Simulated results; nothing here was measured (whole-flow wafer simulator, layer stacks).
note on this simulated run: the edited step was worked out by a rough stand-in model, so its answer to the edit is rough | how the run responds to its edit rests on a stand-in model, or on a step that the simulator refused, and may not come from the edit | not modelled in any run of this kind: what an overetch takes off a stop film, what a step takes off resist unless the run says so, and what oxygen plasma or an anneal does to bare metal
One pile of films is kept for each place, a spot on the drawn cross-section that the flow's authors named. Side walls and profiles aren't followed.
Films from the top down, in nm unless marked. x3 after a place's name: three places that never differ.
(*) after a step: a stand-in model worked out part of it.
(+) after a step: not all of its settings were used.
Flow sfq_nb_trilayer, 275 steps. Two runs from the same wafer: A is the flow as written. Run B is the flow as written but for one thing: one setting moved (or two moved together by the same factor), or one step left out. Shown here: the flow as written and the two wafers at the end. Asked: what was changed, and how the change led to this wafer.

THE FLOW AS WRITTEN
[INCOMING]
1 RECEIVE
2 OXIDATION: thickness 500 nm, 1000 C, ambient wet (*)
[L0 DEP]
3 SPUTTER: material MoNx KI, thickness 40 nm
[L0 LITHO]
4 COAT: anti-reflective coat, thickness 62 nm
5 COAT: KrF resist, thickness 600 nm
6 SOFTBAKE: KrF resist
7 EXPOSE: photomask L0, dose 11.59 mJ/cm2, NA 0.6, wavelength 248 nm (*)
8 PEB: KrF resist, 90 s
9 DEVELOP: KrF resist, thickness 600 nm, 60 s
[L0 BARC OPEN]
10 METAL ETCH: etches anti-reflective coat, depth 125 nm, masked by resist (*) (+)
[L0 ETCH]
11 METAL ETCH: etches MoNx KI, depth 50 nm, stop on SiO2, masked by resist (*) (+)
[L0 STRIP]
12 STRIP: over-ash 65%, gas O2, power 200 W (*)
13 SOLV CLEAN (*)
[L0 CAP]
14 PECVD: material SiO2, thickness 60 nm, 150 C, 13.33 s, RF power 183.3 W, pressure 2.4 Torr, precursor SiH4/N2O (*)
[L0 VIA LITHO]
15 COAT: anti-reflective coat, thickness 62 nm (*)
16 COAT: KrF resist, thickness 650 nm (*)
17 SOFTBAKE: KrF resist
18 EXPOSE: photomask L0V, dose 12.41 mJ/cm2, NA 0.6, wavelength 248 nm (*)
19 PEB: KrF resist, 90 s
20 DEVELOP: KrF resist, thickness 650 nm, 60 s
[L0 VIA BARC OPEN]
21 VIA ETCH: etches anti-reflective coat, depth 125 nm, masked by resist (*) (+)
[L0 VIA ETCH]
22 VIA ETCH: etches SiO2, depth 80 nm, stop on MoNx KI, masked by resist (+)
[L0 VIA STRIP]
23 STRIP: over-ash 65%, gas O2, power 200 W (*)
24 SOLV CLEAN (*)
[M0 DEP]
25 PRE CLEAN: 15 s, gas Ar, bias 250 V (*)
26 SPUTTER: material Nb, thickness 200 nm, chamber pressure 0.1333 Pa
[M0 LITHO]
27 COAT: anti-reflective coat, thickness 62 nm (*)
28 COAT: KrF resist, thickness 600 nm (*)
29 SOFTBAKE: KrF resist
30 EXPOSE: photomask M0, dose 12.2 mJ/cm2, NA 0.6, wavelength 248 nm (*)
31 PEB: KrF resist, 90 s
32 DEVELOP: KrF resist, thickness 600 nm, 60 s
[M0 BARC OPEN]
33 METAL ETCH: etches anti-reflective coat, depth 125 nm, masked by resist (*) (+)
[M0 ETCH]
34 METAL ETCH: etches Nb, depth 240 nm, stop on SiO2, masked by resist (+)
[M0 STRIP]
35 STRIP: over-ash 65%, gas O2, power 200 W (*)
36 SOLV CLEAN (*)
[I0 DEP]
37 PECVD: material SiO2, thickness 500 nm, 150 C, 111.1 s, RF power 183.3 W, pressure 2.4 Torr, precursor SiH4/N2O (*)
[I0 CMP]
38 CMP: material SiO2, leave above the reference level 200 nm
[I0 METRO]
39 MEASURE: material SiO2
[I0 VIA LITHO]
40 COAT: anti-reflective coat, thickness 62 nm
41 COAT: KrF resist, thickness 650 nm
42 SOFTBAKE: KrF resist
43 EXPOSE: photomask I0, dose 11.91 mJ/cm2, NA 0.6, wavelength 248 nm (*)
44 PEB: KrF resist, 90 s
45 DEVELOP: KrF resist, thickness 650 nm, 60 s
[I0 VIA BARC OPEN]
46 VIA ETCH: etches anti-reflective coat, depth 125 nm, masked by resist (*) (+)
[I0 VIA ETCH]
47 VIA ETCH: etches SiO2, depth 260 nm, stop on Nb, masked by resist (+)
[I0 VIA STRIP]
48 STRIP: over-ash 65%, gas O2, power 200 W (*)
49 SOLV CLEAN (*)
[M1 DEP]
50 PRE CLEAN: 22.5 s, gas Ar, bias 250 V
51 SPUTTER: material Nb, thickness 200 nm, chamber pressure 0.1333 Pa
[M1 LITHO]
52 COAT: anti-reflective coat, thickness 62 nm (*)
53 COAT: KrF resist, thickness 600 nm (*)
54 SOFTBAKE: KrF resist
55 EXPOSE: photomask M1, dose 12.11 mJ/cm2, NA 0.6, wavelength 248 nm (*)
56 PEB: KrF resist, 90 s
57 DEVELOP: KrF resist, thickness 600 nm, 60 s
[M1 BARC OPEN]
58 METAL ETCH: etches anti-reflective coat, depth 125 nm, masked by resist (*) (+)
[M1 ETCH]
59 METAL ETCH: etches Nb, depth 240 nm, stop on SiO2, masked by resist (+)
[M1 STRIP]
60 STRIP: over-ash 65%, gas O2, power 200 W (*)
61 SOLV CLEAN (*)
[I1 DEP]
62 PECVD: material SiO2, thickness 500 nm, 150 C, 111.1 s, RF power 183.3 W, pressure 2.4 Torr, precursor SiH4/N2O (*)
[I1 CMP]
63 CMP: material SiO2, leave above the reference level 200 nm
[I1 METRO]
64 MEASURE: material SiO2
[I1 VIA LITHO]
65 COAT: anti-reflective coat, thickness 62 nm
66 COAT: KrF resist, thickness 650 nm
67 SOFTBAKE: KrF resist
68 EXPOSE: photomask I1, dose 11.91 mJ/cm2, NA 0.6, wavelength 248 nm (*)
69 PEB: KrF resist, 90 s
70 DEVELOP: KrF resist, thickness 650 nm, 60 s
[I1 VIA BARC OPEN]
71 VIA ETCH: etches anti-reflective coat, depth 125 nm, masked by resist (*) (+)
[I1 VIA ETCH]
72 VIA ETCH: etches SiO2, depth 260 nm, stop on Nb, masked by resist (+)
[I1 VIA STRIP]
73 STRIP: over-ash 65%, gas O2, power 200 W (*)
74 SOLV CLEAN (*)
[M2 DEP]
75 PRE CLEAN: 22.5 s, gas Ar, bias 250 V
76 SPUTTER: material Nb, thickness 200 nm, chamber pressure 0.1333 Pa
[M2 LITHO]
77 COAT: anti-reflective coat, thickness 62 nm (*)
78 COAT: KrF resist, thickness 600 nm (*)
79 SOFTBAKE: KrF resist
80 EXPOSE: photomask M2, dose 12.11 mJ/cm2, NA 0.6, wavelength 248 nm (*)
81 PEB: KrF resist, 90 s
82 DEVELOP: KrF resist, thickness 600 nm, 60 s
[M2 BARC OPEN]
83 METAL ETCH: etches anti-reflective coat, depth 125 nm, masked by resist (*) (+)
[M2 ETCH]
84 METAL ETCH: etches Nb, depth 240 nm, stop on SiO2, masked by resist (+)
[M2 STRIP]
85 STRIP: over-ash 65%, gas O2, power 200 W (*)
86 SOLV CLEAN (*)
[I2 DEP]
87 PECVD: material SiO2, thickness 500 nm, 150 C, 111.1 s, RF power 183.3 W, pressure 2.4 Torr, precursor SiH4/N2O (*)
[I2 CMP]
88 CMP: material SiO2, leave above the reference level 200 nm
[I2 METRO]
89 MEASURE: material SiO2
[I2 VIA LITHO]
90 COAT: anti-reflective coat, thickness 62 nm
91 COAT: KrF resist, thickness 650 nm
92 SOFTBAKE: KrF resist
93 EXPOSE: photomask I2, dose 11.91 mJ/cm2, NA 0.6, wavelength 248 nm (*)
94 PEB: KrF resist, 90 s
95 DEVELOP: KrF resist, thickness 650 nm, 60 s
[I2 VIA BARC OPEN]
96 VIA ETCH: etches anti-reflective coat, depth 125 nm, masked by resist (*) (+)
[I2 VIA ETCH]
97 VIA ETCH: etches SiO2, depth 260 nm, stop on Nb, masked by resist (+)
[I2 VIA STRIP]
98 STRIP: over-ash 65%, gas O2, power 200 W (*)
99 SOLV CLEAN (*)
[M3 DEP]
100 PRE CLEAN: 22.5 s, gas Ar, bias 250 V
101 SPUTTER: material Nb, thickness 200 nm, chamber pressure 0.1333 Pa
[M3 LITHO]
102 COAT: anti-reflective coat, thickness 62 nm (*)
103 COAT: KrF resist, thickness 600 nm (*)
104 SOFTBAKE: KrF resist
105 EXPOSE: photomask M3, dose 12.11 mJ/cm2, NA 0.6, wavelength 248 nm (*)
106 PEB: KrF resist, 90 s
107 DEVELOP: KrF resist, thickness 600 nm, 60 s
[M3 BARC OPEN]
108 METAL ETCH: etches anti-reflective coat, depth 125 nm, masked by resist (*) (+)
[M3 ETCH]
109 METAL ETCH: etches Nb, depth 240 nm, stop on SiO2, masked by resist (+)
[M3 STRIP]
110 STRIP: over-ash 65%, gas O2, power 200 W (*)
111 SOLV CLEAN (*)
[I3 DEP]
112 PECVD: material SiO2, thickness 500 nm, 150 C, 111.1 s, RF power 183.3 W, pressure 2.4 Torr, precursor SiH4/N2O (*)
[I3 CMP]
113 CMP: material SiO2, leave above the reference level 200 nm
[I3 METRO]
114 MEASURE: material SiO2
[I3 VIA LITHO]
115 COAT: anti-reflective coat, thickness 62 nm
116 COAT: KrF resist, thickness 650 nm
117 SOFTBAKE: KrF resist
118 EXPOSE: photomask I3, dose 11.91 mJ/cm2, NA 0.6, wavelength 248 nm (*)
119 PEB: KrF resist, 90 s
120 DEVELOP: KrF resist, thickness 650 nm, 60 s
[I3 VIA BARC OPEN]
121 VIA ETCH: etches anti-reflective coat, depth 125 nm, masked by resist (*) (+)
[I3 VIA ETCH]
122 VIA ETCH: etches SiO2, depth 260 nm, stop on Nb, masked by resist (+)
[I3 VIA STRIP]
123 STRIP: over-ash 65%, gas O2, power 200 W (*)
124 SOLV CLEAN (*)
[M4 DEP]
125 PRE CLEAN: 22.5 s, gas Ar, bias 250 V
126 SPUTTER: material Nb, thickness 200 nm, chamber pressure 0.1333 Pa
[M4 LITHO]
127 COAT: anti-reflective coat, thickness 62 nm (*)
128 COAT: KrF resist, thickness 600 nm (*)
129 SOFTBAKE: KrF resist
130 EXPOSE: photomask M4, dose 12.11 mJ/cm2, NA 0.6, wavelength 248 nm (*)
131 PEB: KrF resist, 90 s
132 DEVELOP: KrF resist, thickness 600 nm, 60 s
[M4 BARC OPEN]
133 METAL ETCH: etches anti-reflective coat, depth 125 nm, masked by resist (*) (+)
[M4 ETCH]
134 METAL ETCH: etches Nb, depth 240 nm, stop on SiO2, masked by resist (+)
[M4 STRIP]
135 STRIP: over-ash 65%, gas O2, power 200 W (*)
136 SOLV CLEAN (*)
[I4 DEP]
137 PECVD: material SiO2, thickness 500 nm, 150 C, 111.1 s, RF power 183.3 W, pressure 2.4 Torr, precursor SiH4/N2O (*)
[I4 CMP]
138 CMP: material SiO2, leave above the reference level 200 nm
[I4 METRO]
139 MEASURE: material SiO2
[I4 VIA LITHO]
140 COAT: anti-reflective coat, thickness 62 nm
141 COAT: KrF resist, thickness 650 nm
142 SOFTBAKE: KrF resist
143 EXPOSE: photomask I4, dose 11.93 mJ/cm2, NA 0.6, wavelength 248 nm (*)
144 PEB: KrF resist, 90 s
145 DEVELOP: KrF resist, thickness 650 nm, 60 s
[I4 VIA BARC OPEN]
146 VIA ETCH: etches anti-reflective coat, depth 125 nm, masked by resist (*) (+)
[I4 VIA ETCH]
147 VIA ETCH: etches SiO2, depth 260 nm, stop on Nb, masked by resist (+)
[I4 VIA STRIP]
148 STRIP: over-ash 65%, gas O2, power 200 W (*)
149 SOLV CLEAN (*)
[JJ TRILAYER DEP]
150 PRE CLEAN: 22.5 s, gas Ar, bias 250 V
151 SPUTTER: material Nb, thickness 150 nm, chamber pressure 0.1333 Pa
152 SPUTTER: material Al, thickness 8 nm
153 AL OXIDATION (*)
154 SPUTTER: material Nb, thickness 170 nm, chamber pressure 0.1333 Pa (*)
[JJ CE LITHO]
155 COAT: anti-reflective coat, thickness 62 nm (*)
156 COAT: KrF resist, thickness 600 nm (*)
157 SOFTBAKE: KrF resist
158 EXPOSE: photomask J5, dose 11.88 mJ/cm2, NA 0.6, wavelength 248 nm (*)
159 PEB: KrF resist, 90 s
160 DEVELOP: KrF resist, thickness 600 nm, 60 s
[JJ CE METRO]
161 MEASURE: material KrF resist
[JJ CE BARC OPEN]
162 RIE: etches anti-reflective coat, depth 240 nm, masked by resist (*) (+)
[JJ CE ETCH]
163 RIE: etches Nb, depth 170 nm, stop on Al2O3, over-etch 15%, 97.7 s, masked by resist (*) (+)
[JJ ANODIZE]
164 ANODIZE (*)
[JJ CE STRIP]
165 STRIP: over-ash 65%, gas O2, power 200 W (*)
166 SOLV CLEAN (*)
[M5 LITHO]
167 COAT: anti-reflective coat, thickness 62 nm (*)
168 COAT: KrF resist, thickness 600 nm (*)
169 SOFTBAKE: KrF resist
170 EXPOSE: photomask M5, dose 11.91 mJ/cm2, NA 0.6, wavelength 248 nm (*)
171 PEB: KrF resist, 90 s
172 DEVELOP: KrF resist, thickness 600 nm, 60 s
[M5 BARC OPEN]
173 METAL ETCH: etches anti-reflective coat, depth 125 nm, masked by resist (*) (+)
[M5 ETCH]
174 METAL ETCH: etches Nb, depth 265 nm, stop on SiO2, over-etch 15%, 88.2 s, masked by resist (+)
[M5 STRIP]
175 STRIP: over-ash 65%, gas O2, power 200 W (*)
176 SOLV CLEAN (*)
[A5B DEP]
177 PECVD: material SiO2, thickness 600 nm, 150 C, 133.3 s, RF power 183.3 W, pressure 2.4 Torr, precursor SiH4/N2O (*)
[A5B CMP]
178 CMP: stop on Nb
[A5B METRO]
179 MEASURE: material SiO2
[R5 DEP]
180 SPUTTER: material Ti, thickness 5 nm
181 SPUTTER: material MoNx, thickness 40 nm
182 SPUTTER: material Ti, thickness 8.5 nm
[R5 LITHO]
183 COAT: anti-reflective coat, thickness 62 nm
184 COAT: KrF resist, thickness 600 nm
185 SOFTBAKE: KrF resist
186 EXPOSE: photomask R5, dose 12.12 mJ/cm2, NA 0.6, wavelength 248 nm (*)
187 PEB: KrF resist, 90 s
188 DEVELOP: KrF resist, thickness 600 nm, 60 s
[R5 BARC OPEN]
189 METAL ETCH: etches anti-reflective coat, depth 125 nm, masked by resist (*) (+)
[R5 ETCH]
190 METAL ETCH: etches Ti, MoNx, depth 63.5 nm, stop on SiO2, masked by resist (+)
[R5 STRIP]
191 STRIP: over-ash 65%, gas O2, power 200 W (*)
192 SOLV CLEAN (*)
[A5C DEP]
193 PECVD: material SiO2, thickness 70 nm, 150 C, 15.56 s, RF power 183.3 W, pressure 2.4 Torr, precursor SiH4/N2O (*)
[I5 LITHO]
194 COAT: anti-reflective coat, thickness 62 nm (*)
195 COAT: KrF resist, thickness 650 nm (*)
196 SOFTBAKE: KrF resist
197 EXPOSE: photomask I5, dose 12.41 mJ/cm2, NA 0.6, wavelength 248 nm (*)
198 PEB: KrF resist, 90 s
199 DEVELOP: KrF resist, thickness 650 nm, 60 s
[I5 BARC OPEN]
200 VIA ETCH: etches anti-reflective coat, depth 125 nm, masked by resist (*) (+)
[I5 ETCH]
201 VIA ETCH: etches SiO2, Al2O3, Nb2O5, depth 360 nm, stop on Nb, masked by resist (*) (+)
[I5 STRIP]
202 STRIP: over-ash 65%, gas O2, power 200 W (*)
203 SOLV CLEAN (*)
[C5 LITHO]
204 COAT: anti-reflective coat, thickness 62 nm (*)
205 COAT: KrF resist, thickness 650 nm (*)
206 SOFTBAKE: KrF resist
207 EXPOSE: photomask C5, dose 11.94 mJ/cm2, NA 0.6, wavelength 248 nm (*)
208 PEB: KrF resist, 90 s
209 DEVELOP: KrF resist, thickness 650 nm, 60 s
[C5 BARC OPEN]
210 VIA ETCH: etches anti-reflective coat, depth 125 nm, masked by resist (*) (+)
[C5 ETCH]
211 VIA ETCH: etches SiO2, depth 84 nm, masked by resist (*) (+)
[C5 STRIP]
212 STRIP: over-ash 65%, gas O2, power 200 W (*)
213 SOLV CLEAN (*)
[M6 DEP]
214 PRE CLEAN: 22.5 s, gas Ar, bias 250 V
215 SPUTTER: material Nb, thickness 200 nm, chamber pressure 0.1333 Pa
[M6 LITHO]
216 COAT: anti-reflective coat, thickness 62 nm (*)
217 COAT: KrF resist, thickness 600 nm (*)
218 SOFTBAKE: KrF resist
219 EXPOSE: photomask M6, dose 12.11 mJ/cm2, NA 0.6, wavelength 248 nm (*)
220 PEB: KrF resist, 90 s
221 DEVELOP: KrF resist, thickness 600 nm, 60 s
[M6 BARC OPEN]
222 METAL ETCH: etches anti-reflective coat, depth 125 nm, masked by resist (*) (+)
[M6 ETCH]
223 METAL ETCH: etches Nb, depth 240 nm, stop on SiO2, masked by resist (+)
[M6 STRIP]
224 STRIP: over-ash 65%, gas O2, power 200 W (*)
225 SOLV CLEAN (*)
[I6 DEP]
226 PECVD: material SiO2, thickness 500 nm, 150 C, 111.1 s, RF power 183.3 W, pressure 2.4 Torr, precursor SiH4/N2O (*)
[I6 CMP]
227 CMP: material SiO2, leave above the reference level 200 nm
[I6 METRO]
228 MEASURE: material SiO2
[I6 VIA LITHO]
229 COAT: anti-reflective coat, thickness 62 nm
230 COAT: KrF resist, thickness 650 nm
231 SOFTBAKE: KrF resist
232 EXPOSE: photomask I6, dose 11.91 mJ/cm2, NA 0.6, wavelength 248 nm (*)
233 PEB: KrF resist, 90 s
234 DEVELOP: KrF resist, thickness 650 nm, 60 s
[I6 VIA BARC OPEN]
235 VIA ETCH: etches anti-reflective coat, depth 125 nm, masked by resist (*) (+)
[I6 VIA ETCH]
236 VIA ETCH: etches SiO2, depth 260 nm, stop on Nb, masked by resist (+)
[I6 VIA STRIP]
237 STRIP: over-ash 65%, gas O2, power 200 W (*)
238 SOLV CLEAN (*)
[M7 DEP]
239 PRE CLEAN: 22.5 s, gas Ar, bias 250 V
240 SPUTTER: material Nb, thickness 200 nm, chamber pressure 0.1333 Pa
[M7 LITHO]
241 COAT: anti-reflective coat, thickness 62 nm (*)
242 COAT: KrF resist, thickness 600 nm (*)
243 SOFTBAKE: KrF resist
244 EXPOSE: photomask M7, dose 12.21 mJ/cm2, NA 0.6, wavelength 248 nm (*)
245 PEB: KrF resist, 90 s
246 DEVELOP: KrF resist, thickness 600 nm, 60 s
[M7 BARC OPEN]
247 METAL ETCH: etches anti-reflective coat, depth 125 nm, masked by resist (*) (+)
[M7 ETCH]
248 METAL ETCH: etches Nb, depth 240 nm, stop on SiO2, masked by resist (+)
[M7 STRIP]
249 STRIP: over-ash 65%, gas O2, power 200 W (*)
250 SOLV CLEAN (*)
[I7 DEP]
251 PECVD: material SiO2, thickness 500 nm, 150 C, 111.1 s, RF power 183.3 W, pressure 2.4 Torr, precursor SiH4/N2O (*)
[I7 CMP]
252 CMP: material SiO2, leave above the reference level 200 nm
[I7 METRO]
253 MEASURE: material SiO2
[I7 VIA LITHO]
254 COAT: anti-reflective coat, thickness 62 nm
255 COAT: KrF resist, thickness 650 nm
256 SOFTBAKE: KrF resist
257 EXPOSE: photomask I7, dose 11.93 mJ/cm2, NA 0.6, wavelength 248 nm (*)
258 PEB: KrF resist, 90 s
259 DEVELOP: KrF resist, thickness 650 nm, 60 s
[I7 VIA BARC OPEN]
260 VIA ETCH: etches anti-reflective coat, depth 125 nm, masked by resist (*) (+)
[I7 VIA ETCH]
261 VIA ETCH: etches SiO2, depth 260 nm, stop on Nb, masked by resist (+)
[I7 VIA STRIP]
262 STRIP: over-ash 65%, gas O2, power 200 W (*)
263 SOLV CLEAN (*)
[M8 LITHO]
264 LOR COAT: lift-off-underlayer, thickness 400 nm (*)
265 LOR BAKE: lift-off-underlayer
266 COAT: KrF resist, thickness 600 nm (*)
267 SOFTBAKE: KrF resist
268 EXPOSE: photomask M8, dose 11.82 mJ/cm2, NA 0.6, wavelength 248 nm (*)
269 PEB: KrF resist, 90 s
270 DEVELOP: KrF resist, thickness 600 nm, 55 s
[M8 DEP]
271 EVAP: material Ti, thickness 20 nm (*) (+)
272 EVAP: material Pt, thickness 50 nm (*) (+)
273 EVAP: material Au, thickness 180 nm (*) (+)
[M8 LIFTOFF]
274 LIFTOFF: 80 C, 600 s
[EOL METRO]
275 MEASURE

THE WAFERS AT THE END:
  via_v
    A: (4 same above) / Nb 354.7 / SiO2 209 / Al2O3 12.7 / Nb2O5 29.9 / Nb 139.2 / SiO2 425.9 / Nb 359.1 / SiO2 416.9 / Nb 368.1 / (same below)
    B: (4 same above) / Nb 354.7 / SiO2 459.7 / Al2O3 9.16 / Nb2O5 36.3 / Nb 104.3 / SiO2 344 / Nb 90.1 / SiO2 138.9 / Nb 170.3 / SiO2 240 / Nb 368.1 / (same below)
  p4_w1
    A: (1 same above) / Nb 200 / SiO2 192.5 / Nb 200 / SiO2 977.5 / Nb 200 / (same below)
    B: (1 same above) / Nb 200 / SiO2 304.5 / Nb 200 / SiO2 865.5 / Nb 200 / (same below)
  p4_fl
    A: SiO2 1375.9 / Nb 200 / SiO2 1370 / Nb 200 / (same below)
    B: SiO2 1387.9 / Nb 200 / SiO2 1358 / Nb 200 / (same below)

The cause: step 87, PECVD: thickness 288 nm was run, where the flow has thickness 500 nm; step 87, PECVD: 63.89 s was run, where the flow has 111.1 s.

How the change led to this, step by step:
  87 PECVD: material SiO2, thickness 500 nm, 150 C, 111.1 s, RF power 183.3 W, pressure 2.4 Torr, precursor SiH4/N2O (*)
      field_l, be, be_sur and 81 more: A SiO2 +500 | B SiO2 +288
      v_sur, via_wl, via_w and 18 more: A SiO2 +500 (new film) | B SiO2 +288 (new film)
      (and at 1 more place)
  88 CMP: material SiO2, leave above the reference level 200 nm
      field_l, be, be_sur and 81 more: A SiO2 -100 | B nothing
      via_v: A SiO2 -181.6 | B nothing
      (and at 21 more places)
  90 COAT: anti-reflective coat, thickness 62 nm
      p3_l3, p3_s3, p3_l4 and 8 more: A anti-reflective coat +62 (new film) | B anti-reflective coat +63.3 (new film)
      m0r_space_l, m0r_space_r, m6r_space_l, m6r_space_r, m7r_space_l, m7r_space_r: A anti-reflective coat +62 (new film) | B anti-reflective coat +76.7 (new film)
      (and at 64 more places)
  91 COAT: KrF resist, thickness 650 nm
      m0r_line_l, m0r_line_r, m6r_line_l, m6r_line_r, m7r_line_l, m7r_line_r: A KrF resist +650 (new film) | B KrF resist +672 (new film)
      m0r_space_l, m0r_space_r, m6r_space_l, m6r_space_r, m7r_space_l, m7r_space_r: A KrF resist +650 (new film) | B KrF resist +663.6 (new film)
      (and at 40 more places)
  95 DEVELOP: KrF resist, thickness 650 nm, 60 s
      via_w: A KrF resist -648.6 (all of it) | B KrF resist -608.8 (all of it)
  96 VIA ETCH: etches anti-reflective coat, depth 125 nm, masked by resist (*) (+)
      field_l, v_sur, via_wl and 102 more: A KrF resist -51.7 | B KrF resist -44.1
      via_w: A anti-reflective coat -62 (all of it), SiO2 -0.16 | B anti-reflective coat -52.9 (all of it), SiO2 -0.13
  98 STRIP: over-ash 65%, gas O2, power 200 W (*)
      m0r_line_l, m0r_line_r, m6r_line_l, m6r_line_r, m7r_line_l, m7r_line_r: A KrF resist -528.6 (all of it), anti-reflective coat -62 (all of it) | B KrF resist -558.2 (all of it), anti-reflective coat -63.3 (all of it)
      m0r_space_l, m0r_space_r, m6r_space_l, m6r_space_r, m7r_space_l, m7r_space_r: A KrF resist -528.6 (all of it), anti-reflective coat -62 (all of it) | B KrF resist -549.8 (all of it), anti-reflective coat -76.7 (all of it)
      (and at 88 more places)
  101 SPUTTER: material Nb, thickness 200 nm, chamber pressure 0.1333 Pa
      via_v: A Nb +200 (new film) | B Nb +170.3 (new film)
  102 COAT: anti-reflective coat, thickness 62 nm (*)
      m0r_line_l, m0r_line_r, m6r_line_l, m6r_line_r, m7r_line_l, m7r_line_r: A anti-reflective coat +62 (new film) | B anti-reflective coat +63.5 (new film)
      m0r_space_l, m0r_space_r, m6r_space_l, m6r_space_r, m7r_space_l, m7r_space_r: A anti-reflective coat +62 (new film) | B anti-reflective coat +74.2 (new film)
      (and at 64 more places)
  103 COAT: KrF resist, thickness 600 nm (*)
      m0r_line_l, m0r_line_r, m6r_line_l, m6r_line_r, m7r_line_l, m7r_line_r: A KrF resist +600 (new film) | B KrF resist +619.6 (new film)
      m0r_space_l, m0r_space_r, m6r_space_l, m6r_space_r, m7r_space_l, m7r_space_r: A KrF resist +600 (new film) | B KrF resist +614.1 (new film)
      (and at 40 more places)
  107 DEVELOP: KrF resist, thickness 600 nm, 60 s
      m0r_line_l, m0r_line_r, m6r_line_l, m6r_line_r, m7r_line_l, m7r_line_r: A KrF resist -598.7 (all of it) | B KrF resist -618.3 (all of it)
      m0r_space_l, m0r_space_r, m6r_space_l, m6r_space_r, m7r_space_l, m7r_space_r: A KrF resist -598.7 (all of it) | B KrF resist -612.8 (all of it)
      (and at 22 more places)
  108 METAL ETCH: etches anti-reflective coat, depth 125 nm, masked by resist (*) (+)
      v_sur, via_wl, via_w and 28 more: A KrF resist -51.7 | B KrF resist -65.6
      m0r_line_l, m0r_line_r, m6r_line_l, m6r_line_r, m7r_line_l, m7r_line_r: A anti-reflective coat -62 (all of it) | B anti-reflective coat -63.5 (all of it)
      (and at 46 more places)
  110 STRIP: over-ash 65%, gas O2, power 200 W (*)
      v_sur: A KrF resist -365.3 (all of it), anti-reflective coat -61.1 (all of it) | B KrF resist -306.3 (all of it), anti-reflective coat -43.6 (all of it)
      via_wl: A KrF resist -384.2 (all of it), anti-reflective coat -34.2 (all of it) | B KrF resist -319.8 (all of it), anti-reflective coat -29.6 (all of it)
      (and at 28 more places)
  112 PECVD: material SiO2, thickness 500 nm, 150 C, 111.1 s, RF power 183.3 W, pressure 2.4 Torr, precursor SiH4/N2O (*)
      via_v: A SiO2 +500 (new film) | B SiO2 +563.6 (new film)
  113 CMP: material SiO2, leave above the reference level 200 nm
      field_l, be, be_sur and 64 more: A SiO2 -100 | B nothing
      p4_w1, p4_w2, p4_w3 and 6 more: A SiO2 -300 | B SiO2 -188
      (and at 9 more places)
  115 COAT: anti-reflective coat, thickness 62 nm
      m0r_space_l, m0r_space_r, m6r_space_l, m6r_space_r, m7r_space_l, m7r_space_r: A anti-reflective coat +62 (new film) | B anti-reflective coat +63.7 (new film)
      be, p4_fm, wl_g_sr: A anti-reflective coat +62 (new film) | B anti-reflective coat +63.6 (new film)
      (and at 19 more places)
  ... 27 more steps ...
  178 CMP: stop on Nb
      via_v: A SiO2 -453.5 | B SiO2 -340.8
Counting metal films that touch as one body, via_v has 7 bodies (between them, from the top down: SiO2 437.8; SiO2 459.7 / Al2O3 9.16 / Nb2O5 36.3; SiO2 344; SiO2 138.9; SiO2 240; SiO2 192.5); the flow as written gives 6 bodies (between them, from the top down: SiO2 437.8; SiO2 209 / Al2O3 12.7 / Nb2O5 29.9; SiO2 425.9; SiO2 416.9; SiO2 192.5).
